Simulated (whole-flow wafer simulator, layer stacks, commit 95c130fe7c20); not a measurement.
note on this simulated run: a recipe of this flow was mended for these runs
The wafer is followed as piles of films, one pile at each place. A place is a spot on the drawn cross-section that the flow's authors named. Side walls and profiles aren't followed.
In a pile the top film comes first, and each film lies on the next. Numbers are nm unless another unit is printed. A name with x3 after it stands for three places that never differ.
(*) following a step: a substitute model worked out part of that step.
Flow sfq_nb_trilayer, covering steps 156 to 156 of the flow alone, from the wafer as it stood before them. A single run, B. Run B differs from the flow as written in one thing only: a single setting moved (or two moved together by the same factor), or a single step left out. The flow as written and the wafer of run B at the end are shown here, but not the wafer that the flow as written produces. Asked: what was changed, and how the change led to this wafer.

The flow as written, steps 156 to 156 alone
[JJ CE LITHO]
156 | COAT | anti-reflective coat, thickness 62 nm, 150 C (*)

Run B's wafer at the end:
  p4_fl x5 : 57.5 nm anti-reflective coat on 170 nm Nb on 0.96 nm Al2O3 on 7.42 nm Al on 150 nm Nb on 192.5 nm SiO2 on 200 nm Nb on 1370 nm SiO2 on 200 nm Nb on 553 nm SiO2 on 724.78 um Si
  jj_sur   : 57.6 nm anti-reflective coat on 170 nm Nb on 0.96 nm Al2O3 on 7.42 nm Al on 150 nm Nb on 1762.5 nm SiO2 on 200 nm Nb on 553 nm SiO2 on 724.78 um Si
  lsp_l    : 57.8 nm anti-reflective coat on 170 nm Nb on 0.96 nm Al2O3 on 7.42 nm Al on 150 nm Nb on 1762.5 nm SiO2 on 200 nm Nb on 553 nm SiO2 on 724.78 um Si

The reason: step 156, COAT: thickness 57.5 nm was run, while the flow as written has thickness 62 nm.
The wafer itself shows it: p4_fl x5 has anti-reflective coat 57.5, and step 156 as written asks for 62 nm.

The path from the change to this, step by step:
  156 | COAT | anti-reflective coat, thickness 62 nm, 150 C (*)
      p4_fl x5, p4_w1 x9, p3_s0 x42, wl_j_sl x15, wl_d_m1, l0r_line_l x3, m0r_space_l x2: +57.5 anti-reflective coat (new film) (as written it would have been: +62 anti-reflective coat (new film))
      jj_sur, ce_l, c5j, ce_r, sp_r: +57.6 anti-reflective coat (new film) (as written it would have been: +62.2 anti-reflective coat (new film))
      (also at 22 further places)
